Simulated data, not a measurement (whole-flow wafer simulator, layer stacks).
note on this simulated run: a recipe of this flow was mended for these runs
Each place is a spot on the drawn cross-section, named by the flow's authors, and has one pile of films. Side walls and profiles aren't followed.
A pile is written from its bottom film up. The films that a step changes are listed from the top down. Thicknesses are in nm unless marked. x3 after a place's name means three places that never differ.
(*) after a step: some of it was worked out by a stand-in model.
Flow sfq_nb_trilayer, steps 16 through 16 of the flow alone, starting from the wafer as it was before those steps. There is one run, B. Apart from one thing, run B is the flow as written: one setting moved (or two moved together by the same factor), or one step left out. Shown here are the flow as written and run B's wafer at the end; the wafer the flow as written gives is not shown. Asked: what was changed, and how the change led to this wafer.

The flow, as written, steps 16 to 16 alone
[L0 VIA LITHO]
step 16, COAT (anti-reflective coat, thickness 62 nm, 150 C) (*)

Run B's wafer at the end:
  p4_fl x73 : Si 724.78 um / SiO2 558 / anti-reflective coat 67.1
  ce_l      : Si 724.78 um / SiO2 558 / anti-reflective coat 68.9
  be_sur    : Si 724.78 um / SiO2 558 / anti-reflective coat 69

What caused this: step 16, COAT: thickness 67.1 nm was run, though the flow has thickness 62 nm.
The wafer itself shows it: p4_fl x73 has anti-reflective coat 67.1, and step 16 as written asks for 62 nm.

How this came from the change, step by step:
  step 16, COAT (anti-reflective coat, thickness 62 nm, 150 C) (*)
      p4_fl x73: anti-reflective coat gains 67.1 (new film) (in the flow as written it would be: anti-reflective coat gains 62 (new film))
      ce_l, c5j, ce_r, sp_r, be_r, r_sur: anti-reflective coat gains 68.9 (new film) (in the flow as written it would be: anti-reflective coat gains 63.8 (new film))
      (as well as at 27 more places)
